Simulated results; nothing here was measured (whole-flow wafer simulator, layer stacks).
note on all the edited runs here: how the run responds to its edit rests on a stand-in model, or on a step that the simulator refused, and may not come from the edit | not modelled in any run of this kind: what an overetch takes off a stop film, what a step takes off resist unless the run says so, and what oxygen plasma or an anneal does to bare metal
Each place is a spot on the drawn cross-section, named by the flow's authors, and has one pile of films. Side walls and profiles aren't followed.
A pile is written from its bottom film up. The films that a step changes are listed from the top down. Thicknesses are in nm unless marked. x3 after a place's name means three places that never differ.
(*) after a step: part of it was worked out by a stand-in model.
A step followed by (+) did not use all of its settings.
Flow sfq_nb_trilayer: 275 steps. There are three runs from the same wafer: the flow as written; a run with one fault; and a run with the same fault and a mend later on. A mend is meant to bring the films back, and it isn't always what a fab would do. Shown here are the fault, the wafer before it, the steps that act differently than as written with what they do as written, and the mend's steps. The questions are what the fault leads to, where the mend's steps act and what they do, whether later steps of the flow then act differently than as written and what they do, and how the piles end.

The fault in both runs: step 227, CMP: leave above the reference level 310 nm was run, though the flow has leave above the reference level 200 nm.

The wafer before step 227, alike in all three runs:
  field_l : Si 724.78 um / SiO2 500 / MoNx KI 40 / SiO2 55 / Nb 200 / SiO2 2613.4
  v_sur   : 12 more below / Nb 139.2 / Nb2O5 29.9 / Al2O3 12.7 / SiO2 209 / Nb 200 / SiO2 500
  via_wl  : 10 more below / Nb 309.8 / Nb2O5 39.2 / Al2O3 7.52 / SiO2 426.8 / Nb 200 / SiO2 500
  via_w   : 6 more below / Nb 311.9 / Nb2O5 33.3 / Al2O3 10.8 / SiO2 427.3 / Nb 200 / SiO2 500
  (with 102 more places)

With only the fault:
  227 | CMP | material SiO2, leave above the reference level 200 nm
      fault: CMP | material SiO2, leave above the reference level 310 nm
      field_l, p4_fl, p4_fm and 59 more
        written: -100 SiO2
        fault: nothing
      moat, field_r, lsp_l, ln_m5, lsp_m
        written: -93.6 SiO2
        fault: nothing
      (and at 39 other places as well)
  Later steps of the flow acting differently than as written (6 more steps, not shown, differ only slightly: by at most 2% or 0.5 nm, whichever is larger):
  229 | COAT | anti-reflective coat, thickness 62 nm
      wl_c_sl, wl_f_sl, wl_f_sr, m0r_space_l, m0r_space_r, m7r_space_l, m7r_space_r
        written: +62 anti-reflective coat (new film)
        fault: +63.4 anti-reflective coat (new film)
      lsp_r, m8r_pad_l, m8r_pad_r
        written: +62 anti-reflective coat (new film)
        fault: +65 anti-reflective coat (new film)
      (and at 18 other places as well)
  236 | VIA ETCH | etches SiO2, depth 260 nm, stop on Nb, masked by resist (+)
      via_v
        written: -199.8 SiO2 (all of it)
        fault: -260 SiO2
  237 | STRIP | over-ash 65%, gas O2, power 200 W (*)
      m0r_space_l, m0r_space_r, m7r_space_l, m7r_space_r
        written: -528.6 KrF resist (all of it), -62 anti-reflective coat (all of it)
        fault: -530.1 KrF resist (all of it), -63.4 anti-reflective coat (all of it)
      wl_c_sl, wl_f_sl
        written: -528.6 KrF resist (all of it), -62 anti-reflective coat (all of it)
        fault: -529.9 KrF resist (all of it), -63.4 anti-reflective coat (all of it)
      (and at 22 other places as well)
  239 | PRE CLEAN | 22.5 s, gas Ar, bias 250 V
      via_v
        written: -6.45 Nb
        fault: -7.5 SiO2
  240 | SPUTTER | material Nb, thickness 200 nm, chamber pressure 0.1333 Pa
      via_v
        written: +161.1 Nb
        fault: +146.9 Nb (new film)
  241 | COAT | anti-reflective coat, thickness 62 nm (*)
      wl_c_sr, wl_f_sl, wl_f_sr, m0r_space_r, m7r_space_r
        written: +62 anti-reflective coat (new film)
        fault: +63.3 anti-reflective coat (new film)
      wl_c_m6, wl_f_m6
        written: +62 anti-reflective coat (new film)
        fault: +58.8 anti-reflective coat (new film)
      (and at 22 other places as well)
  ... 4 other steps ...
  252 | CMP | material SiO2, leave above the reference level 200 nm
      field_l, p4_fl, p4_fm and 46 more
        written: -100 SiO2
        fault: -90 SiO2
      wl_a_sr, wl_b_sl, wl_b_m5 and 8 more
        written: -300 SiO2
        fault: -290 SiO2
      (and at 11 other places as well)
  The piles end different from the flow's at field_l, v_sur, via_wl and 103 more by more than 2% or 0.5 nm, whichever is larger.
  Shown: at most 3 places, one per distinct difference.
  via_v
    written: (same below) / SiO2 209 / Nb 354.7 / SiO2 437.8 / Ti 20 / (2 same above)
    fault: (same below) / SiO2 209 / Nb 200 / SiO2 42.3 / Nb 146.9 / SiO2 513.3 / Ti 20 / (2 same above)
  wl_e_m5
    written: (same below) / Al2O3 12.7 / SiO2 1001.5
    fault: (same below) / Al2O3 12.7 / SiO2 1111.5
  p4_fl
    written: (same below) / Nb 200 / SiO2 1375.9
    fault: (same below) / Nb 200 / SiO2 1485.9

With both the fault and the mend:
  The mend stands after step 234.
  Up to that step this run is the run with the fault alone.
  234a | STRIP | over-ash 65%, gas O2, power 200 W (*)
      wire, be, be_sur, gap
        -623 KrF resist (all of it), -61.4 anti-reflective coat (all of it)
      p4_w1, p3_s3, p3_l4, p3_s4
        -625.4 KrF resist (all of it), -62.1 anti-reflective coat (all of it)
      p4_w2, p4_g2, p4_w3, p4_fr
        -625.2 KrF resist (all of it), -62 anti-reflective coat (all of it)
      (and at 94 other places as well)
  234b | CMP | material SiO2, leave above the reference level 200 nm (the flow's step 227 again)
      field_l, p4_fl, p4_fm and 59 more
        -100 SiO2
      v_sur, via_wl, via_w and 33 more
        -110 SiO2
      moat, field_r, lsp_l, ln_m5, lsp_m
        -93.6 SiO2
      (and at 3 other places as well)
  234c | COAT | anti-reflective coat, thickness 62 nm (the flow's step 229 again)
      field_l, v_sur, via_wl and 103 more
        +62 anti-reflective coat (new film)
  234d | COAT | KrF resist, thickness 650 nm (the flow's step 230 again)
      field_l, v_sur, via_wl and 103 more
        +650 KrF resist (new film)
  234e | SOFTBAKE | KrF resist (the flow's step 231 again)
      alters no film at any place that is followed
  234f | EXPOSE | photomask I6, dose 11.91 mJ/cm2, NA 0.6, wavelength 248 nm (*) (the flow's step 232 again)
      alters no film at any place that is followed
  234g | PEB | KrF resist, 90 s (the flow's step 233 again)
      field_l, v_sur, via_wl and 103 more
        -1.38 KrF resist
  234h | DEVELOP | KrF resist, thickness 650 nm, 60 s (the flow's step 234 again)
      field_l, v_sur, via_wl and 102 more
        -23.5 KrF resist
      via_v
        -648.6 KrF resist (all of it)
  None of the later steps of the flow acts differently than as written at any place that is followed.
  At every place that both follow, the piles at the end match the flow's.
